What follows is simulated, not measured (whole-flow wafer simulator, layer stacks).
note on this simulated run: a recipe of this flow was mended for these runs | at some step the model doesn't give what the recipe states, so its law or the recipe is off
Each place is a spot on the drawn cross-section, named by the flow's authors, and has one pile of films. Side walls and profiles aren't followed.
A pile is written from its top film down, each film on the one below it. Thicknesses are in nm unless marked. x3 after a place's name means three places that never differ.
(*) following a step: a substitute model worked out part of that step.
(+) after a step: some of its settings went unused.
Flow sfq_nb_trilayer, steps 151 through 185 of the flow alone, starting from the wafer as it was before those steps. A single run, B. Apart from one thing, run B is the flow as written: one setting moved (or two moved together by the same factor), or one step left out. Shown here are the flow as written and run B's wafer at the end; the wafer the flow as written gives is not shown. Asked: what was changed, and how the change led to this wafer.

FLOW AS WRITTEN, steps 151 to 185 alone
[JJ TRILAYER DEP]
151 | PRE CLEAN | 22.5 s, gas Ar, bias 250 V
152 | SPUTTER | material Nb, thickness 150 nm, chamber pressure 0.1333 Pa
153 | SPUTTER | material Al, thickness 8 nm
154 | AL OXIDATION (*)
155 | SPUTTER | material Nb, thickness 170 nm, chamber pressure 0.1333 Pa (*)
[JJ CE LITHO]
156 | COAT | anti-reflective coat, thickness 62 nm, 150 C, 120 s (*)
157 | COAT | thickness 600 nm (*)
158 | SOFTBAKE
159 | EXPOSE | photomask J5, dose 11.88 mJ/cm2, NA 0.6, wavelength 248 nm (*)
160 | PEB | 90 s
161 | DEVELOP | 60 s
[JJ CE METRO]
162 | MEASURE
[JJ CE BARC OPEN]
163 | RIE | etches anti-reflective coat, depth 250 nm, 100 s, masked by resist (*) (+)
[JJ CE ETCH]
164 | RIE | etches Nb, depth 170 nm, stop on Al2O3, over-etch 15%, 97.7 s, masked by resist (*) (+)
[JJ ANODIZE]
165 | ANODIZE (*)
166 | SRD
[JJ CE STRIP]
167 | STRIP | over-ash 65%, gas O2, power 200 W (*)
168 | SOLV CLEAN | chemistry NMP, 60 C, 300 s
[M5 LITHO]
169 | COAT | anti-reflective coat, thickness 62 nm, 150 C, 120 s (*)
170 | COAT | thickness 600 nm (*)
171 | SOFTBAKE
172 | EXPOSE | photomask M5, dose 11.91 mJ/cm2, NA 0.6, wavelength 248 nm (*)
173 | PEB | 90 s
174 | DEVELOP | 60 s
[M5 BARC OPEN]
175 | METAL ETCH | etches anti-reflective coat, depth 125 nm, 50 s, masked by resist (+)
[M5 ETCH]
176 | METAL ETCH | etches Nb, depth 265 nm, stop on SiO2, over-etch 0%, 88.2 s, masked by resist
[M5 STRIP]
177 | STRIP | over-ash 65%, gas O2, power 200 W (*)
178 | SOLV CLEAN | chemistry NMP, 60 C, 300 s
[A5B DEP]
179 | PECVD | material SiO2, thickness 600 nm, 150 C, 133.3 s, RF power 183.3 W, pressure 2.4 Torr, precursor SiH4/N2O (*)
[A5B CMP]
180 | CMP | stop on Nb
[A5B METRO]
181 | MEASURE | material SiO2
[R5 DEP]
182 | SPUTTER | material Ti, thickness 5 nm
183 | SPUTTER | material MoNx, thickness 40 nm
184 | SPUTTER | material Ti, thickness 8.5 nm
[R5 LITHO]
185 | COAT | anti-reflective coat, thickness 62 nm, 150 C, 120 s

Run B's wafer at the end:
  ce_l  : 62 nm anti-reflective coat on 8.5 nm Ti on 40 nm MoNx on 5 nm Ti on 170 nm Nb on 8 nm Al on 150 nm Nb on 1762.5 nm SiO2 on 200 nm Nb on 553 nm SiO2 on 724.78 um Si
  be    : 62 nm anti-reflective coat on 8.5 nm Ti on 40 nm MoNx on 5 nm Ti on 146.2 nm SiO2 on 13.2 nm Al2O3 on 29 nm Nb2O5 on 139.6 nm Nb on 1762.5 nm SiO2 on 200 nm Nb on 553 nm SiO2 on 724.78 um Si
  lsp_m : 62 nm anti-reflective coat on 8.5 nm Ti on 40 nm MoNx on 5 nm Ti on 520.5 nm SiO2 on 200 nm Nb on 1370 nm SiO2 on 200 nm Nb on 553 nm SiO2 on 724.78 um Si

What caused this: step 154, AL OXIDATION (*), was skipped.

The path from the change to this, step by step:
  164 | RIE | etches Nb, depth 170 nm, stop on Al2O3, over-etch 15%, 97.7 s, masked by resist (*) (+)
      field_l, v_sur, via_sp and 96 more: -170 Nb (all of it) (in the flow as written it would be: -170 Nb (all of it), -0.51 Al2O3)
      via_wl, via_wr: -139.9 Nb (all of it) (in the flow as written it would be: -139.9 Nb (all of it), -0.96 Al2O3 (all of it))
      (as well as at 1 more place)
  165 | ANODIZE (*)
      field_l, v_sur, via_sp and 96 more: +13.2 Al2O3 (new film), +29 Nb2O5 (new film), -8 Al (all of it), -10.4 Nb (in the flow as written it would be: +12.2 Al2O3, +29.9 Nb2O5 (new film), -7.42 Al (all of it), -10.8 Nb)
      via_wl, via_wr: +8.46 Al2O3 (new film), +37.5 Nb2O5 (new film), -5.13 Al (all of it), -13.5 Nb (in the flow as written it would be: +7.51 Al2O3 (new film), +39.2 Nb2O5 (new film), -4.55 Al (all of it), -14.1 Nb)
      (as well as at 1 more place)
  176 | METAL ETCH | etches Nb, depth 265 nm, stop on SiO2, over-etch 0%, 88.2 s, masked by resist
      field_l, res, r_end and 47 more: -13.1 Al2O3 (all of it), -29 Nb2O5 (all of it), -139.6 Nb (all of it), -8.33 SiO2 (in the flow as written it would be: -12.6 Al2O3 (all of it), -29.9 Nb2O5 (all of it), -139.2 Nb (all of it), -8.33 SiO2)
      r_sur: -13 Al2O3 (all of it), -29 Nb2O5 (all of it), -139.6 Nb (all of it), -8.34 SiO2 (in the flow as written it would be: -12.5 Al2O3 (all of it), -29.9 Nb2O5 (all of it), -139.2 Nb (all of it), -8.33 SiO2)
      (as well as at 2 more places)
Taking metal films that touch as one body, ce_l has 2 bodies (between them, from the top down: SiO2 1762.5); the flow as written gives 3 bodies (between them, from the top down: Al2O3 0.96; SiO2 1762.5).
